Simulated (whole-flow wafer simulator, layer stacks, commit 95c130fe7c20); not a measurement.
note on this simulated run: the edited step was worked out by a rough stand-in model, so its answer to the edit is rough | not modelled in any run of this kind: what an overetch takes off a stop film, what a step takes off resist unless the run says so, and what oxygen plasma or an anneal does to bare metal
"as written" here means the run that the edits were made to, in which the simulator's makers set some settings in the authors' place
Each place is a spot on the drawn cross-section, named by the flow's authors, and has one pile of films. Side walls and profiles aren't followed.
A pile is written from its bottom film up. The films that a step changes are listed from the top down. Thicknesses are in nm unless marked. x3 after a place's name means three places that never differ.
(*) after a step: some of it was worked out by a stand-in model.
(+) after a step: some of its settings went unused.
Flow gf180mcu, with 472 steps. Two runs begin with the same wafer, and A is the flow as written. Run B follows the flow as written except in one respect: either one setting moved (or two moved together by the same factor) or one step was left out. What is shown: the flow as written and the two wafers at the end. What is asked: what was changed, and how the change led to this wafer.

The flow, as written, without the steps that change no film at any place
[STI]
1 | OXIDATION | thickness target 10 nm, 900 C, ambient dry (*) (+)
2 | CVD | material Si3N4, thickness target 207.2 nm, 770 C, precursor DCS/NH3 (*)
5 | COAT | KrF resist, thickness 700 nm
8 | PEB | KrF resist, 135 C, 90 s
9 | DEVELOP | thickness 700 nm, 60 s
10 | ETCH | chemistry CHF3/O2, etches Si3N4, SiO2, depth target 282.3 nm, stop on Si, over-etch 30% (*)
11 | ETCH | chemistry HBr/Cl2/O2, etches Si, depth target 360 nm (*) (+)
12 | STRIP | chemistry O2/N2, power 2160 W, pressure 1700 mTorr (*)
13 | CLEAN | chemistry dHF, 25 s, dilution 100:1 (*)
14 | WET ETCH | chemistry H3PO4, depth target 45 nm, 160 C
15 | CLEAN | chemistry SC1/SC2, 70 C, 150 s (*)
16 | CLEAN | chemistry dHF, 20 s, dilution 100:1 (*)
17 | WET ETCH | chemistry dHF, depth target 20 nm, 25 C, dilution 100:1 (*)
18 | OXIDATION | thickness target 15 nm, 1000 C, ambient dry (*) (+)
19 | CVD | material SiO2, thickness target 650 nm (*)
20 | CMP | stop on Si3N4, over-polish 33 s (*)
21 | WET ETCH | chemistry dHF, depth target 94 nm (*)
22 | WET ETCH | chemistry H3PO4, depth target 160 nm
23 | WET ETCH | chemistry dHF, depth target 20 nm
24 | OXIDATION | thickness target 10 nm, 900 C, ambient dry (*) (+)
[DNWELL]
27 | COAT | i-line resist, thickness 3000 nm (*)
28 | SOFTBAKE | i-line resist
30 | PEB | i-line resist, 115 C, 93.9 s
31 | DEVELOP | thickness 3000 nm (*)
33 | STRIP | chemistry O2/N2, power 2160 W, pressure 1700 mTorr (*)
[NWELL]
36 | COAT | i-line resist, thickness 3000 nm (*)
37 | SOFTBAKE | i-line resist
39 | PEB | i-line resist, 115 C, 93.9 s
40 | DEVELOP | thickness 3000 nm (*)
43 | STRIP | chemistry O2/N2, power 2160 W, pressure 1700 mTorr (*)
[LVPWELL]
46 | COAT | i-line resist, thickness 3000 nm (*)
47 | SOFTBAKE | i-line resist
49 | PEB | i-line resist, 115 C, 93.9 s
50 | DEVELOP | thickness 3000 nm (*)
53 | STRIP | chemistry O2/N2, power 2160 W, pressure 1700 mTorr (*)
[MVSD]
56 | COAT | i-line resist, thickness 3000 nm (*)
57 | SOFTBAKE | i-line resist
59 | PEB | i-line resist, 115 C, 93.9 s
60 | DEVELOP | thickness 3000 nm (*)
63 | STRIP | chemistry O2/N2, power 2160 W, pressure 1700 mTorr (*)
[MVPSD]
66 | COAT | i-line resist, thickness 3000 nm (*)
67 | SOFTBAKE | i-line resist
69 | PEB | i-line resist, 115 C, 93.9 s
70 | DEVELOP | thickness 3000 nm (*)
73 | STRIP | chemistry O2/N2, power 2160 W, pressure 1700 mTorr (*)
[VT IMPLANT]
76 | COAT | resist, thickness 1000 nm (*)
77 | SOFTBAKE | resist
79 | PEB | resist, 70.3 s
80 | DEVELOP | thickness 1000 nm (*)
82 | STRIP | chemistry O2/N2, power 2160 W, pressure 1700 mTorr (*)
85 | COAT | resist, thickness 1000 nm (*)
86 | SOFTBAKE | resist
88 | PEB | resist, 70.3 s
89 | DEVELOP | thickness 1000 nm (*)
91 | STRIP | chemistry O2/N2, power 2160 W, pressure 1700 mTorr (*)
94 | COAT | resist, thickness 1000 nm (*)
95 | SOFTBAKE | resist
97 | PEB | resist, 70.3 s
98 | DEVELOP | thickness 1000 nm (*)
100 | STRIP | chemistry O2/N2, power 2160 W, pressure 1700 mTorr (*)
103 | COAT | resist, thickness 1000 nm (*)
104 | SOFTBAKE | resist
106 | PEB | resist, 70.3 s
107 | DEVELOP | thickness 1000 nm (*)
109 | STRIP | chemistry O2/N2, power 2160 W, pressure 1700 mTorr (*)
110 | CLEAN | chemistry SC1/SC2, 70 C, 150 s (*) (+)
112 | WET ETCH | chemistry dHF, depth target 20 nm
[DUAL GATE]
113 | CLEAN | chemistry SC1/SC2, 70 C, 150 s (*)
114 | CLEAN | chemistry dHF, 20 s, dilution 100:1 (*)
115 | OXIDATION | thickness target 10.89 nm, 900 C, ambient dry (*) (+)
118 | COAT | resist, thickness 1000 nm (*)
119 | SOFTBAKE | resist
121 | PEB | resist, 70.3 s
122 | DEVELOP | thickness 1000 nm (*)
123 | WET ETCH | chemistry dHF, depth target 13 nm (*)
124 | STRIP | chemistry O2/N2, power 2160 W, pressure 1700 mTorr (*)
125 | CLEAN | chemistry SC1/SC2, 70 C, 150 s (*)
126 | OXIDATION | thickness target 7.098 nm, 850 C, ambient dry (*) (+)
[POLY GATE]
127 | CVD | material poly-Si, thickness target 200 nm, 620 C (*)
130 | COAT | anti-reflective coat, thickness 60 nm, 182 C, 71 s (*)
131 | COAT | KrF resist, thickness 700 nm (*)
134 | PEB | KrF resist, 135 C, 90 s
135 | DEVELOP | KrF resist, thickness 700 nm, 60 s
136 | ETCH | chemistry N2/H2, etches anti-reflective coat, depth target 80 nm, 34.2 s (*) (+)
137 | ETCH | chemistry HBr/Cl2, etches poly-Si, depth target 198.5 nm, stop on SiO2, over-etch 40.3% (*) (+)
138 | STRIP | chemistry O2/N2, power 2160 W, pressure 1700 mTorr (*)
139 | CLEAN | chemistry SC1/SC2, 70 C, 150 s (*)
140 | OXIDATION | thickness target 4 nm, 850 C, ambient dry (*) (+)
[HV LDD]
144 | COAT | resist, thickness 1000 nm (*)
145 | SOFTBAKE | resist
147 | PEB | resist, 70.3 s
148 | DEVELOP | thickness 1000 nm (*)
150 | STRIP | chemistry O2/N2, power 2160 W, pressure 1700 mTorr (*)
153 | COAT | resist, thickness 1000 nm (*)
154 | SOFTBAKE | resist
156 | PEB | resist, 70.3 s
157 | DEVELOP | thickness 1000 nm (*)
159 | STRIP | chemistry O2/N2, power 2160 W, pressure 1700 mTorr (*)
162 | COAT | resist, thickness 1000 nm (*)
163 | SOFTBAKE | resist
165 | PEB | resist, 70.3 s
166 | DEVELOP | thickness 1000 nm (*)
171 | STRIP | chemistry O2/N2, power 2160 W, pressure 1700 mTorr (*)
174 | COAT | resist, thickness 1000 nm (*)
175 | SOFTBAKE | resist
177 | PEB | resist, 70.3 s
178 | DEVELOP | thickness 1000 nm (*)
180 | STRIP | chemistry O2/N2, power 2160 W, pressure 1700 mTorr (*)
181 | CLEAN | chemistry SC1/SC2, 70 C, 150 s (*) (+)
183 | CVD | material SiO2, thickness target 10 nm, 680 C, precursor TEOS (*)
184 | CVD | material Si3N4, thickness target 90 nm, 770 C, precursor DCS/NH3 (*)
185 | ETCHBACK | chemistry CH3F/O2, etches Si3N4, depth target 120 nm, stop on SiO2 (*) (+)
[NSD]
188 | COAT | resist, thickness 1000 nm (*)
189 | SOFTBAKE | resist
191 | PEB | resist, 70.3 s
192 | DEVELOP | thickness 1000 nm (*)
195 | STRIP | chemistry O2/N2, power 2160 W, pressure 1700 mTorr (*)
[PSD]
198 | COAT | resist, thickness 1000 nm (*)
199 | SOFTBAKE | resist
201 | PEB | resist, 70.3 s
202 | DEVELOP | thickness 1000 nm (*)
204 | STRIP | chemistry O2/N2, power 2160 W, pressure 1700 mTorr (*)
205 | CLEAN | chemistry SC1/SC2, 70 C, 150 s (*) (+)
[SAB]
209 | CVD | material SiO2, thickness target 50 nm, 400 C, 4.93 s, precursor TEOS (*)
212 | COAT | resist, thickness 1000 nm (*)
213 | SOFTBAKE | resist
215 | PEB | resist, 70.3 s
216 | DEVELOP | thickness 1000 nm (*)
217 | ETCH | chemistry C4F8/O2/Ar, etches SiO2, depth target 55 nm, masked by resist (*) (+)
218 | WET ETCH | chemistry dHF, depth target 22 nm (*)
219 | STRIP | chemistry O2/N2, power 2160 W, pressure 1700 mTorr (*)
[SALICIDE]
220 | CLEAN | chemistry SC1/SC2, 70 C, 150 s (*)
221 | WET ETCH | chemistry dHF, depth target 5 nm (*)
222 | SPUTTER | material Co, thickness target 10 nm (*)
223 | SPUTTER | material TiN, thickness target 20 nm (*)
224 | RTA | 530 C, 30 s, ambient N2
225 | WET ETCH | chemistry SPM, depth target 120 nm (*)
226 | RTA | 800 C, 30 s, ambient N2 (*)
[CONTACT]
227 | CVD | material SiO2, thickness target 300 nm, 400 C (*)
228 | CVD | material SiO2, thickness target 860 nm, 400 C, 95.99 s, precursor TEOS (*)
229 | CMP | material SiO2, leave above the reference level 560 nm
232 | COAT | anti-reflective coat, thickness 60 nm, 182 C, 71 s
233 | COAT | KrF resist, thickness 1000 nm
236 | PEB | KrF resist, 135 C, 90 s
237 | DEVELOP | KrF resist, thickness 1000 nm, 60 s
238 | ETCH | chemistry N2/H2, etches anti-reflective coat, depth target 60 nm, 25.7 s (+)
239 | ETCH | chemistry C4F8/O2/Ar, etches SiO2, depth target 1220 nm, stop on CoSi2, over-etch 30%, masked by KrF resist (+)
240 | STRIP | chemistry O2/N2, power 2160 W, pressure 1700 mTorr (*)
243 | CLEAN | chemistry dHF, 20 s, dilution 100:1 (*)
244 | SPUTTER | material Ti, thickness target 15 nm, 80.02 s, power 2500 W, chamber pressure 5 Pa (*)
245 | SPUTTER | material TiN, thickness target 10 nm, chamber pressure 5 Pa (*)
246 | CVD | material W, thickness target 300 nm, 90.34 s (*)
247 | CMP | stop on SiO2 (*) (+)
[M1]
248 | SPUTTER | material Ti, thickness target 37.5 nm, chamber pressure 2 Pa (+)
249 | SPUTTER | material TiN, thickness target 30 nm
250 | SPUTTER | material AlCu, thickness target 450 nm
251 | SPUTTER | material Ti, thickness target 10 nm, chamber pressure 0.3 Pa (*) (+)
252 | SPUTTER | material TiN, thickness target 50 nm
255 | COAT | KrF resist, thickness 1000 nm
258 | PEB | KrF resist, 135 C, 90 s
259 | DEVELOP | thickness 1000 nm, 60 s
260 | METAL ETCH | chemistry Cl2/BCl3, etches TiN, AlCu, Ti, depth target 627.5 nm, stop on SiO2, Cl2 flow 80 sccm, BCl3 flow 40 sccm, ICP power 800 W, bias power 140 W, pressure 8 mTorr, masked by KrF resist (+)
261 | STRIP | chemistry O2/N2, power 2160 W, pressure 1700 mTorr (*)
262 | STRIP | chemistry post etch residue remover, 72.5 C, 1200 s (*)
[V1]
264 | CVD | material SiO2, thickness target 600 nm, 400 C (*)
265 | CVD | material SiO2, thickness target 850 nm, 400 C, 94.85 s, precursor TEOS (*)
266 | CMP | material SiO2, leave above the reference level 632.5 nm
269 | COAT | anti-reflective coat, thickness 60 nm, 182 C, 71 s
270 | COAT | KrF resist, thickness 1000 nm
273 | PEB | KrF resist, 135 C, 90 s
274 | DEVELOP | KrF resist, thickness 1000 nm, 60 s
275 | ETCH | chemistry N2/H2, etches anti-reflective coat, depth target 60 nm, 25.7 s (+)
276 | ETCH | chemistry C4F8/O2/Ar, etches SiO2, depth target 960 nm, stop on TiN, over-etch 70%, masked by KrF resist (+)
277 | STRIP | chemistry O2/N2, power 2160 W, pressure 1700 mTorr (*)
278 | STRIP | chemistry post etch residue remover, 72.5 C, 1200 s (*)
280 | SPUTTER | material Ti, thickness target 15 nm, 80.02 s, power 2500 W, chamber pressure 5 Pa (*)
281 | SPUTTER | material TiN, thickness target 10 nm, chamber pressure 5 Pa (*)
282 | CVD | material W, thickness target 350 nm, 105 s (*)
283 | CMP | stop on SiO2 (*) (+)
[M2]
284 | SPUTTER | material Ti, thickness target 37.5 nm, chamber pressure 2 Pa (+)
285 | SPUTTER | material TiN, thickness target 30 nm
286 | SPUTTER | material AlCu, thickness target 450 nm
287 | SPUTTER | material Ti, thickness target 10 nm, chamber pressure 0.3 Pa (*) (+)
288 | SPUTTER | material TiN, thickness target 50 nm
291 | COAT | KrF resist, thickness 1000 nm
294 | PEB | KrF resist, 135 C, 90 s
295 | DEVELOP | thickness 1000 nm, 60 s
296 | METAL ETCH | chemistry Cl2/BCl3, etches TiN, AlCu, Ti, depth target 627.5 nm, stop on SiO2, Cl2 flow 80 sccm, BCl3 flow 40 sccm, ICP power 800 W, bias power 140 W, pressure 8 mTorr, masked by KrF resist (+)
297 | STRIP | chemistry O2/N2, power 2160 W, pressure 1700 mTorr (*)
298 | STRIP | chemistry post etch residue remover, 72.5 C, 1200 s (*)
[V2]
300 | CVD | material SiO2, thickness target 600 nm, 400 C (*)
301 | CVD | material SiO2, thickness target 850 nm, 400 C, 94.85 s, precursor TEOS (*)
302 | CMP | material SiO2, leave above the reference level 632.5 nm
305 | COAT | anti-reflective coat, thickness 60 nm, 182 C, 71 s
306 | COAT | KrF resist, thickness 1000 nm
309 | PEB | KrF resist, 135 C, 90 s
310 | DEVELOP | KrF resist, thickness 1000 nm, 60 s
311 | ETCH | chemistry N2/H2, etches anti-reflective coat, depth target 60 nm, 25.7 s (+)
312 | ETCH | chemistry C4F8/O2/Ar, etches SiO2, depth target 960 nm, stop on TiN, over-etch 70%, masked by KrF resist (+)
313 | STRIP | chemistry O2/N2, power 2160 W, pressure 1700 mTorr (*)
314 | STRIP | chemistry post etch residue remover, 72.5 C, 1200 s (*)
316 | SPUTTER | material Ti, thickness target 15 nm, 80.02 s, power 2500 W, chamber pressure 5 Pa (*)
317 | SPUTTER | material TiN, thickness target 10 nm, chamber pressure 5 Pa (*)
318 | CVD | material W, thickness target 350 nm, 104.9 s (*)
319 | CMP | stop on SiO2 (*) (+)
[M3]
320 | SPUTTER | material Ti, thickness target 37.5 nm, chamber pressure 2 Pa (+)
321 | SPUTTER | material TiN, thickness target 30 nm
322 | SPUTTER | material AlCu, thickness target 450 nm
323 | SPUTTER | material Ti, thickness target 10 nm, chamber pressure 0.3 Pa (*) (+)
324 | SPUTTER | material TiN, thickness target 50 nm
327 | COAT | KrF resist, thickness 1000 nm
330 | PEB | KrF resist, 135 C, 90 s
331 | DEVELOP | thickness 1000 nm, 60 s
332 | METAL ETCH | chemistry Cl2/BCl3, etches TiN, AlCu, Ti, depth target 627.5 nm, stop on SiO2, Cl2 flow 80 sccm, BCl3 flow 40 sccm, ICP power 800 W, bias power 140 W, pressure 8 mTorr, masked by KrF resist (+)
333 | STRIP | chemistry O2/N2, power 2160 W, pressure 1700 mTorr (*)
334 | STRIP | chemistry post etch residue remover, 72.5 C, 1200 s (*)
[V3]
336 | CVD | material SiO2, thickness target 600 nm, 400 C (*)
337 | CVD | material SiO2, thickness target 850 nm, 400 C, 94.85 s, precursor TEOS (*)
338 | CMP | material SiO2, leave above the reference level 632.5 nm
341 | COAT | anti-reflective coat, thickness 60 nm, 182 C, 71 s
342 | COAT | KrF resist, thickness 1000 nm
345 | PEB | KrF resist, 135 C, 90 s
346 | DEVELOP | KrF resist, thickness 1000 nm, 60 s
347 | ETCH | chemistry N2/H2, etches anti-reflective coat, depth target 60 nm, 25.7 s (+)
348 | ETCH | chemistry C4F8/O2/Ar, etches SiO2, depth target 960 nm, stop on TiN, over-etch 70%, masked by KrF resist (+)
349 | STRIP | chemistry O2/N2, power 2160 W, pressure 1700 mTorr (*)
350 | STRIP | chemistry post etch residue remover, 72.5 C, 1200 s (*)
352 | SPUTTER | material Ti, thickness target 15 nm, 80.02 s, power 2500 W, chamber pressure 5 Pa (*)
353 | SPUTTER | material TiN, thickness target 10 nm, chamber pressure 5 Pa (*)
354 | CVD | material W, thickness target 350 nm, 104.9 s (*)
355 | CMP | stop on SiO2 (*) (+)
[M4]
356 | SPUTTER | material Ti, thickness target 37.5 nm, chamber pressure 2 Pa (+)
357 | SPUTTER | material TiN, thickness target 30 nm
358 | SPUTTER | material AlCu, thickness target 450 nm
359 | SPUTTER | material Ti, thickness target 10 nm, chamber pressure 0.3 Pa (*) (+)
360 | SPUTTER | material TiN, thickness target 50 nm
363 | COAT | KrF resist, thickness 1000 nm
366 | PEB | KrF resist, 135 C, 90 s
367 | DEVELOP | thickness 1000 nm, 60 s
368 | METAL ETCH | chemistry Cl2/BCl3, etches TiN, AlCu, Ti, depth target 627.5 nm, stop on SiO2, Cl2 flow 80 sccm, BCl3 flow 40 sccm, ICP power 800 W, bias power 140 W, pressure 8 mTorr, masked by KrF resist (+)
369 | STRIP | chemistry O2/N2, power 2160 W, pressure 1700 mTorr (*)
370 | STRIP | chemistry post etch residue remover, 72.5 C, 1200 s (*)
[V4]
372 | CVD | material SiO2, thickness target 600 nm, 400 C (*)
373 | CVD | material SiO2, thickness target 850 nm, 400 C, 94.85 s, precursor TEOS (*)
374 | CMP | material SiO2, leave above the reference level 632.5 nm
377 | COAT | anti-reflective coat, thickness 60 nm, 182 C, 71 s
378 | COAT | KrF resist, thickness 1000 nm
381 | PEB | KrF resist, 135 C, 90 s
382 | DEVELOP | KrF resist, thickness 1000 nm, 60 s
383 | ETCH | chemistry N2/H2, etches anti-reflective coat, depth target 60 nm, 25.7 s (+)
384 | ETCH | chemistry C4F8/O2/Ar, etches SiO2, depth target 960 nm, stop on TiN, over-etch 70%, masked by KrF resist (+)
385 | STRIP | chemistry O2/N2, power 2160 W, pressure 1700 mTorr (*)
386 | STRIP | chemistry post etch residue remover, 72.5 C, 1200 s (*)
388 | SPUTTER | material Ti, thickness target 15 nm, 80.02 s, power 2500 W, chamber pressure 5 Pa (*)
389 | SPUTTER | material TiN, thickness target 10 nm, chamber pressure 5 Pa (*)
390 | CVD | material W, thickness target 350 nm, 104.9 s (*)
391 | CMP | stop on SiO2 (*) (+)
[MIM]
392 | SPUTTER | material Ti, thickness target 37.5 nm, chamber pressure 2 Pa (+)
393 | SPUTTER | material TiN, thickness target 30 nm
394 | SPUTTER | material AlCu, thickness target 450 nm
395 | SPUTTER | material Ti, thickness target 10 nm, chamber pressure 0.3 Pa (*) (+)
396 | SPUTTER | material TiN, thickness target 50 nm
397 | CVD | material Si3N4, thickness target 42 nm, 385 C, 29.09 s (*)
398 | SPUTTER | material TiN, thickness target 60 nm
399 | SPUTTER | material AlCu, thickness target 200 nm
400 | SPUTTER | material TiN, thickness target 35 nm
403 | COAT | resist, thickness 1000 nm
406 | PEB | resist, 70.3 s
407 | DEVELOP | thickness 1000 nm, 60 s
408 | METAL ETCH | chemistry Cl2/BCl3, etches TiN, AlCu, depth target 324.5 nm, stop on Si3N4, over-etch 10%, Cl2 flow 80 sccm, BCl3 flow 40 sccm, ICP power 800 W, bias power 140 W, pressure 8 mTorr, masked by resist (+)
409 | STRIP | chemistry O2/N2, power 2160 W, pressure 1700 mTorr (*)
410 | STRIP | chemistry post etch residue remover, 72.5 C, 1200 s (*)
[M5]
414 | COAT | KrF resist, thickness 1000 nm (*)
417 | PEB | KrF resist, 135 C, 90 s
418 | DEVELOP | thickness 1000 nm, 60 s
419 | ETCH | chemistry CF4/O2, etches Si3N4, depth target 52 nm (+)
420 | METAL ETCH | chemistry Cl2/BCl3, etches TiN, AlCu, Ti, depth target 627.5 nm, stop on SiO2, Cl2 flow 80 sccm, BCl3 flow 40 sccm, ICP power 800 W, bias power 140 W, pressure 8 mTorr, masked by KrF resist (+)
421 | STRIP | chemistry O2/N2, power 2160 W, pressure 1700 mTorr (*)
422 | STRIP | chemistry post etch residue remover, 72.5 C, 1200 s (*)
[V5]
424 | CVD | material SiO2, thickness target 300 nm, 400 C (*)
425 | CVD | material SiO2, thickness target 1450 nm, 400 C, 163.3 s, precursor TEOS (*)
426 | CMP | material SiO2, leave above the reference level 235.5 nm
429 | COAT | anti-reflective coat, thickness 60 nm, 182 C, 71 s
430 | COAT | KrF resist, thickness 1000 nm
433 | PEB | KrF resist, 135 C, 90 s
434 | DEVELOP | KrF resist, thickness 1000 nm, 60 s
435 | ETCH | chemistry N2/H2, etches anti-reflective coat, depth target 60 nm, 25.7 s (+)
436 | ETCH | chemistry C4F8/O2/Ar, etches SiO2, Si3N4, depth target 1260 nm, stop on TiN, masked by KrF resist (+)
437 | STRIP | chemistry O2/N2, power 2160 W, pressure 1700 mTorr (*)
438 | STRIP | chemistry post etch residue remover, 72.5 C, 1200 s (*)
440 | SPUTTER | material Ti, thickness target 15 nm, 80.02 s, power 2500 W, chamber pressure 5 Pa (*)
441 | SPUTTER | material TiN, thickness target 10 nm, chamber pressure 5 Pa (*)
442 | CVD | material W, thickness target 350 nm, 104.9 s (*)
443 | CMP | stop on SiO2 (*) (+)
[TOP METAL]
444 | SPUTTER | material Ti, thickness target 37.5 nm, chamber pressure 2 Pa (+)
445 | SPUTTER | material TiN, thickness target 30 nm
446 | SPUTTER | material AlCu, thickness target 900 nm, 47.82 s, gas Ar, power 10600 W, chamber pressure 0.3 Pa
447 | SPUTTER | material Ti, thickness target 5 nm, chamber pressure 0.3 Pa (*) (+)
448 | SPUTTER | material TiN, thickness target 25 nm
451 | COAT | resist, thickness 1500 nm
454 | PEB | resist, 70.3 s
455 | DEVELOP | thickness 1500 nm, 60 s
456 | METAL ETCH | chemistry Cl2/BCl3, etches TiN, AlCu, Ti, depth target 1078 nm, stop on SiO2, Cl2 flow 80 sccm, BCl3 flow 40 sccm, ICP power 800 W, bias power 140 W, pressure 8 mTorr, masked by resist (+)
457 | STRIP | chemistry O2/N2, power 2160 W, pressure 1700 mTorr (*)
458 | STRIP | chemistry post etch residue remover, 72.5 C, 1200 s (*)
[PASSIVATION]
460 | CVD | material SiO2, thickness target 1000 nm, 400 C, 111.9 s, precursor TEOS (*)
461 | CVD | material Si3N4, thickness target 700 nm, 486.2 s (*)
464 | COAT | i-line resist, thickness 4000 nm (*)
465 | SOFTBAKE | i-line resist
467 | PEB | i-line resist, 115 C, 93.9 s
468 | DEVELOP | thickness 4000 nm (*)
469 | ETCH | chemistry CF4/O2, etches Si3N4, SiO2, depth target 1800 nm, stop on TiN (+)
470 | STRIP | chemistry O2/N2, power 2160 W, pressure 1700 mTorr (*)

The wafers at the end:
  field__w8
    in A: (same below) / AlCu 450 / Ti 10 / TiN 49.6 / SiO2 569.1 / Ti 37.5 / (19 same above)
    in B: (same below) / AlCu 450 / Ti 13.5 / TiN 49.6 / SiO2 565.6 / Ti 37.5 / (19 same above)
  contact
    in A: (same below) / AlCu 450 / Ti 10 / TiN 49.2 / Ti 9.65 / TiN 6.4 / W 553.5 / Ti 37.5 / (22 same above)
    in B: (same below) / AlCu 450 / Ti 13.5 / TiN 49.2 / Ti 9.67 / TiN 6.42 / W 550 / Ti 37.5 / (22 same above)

The reason: step 323, SPUTTER: thickness target 13.5 nm was run, whereas the flow has thickness target 10 nm.
The wafer itself shows it: field__w8 has Ti 13.5, and step 323 as written asks for 10 nm.

How this came from the change, step by step:
  323 | SPUTTER | material Ti, thickness target 10 nm, chamber pressure 0.3 Pa (*) (+)
      field, field__w1, field__w2 and 108 more: A +10 Ti (new film) | B +13.5 Ti (new film)
  332 | METAL ETCH | chemistry Cl2/BCl3, etches TiN, AlCu, Ti, depth target 627.5 nm, stop on SiO2, Cl2 flow 80 sccm, BCl3 flow 40 sccm, ICP power 800 W, bias power 140 W, pressure 8 mTorr, masked by KrF resist (+)
      field, field__w1, field__w2 and 103 more: A -50 TiN (all of it), -10 Ti (all of it), -450 AlCu (all of it), -30 TiN (all of it), -37.5 Ti (all of it) | B -50 TiN (all of it), -13.5 Ti (all of it), -450 AlCu (all of it), -30 TiN (all of it), -37.5 Ti (all of it)
